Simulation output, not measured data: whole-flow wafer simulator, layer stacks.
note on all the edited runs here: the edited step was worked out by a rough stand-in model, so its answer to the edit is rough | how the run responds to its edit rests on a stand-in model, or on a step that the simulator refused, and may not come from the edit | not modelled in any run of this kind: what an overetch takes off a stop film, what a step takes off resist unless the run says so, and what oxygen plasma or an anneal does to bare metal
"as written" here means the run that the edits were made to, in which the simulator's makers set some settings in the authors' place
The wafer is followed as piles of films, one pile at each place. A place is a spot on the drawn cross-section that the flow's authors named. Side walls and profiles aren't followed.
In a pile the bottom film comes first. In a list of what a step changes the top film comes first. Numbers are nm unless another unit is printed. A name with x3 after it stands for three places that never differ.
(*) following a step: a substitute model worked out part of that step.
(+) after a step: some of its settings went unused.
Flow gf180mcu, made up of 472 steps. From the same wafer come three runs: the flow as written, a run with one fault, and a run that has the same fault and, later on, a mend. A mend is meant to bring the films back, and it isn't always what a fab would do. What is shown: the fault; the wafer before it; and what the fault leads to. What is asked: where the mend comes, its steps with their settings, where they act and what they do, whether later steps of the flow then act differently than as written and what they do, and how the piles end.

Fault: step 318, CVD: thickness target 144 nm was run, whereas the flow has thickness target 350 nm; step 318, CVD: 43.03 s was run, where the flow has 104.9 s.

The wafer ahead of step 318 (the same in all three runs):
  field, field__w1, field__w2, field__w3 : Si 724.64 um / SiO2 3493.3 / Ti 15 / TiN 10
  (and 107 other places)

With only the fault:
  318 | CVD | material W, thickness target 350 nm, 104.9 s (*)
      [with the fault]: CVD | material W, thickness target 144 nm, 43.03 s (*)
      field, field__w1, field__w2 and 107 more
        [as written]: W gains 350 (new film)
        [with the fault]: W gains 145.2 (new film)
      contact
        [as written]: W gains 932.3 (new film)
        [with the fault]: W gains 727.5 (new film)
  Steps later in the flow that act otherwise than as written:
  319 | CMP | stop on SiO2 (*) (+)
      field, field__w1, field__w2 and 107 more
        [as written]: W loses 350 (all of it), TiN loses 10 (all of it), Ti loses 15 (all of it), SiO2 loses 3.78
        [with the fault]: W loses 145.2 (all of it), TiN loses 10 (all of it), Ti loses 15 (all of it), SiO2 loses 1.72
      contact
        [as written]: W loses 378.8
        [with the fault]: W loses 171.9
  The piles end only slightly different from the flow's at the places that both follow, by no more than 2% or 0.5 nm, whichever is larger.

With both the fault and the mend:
  The mend follows step 318.
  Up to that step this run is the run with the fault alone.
  318a | CVD | material W, thickness target 206 nm, 61.77 s (the flow's step 318 again, with other settings)
      field, field__w1, field__w2 and 108 more
        W gains 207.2
  Every later step of the flow that is run acts as written, at every place that is followed, to within 2% or 0.5 nm, whichever is larger.
  The piles end only slightly different from the flow's at the places that both follow, by no more than 2% or 0.5 nm, whichever is larger.
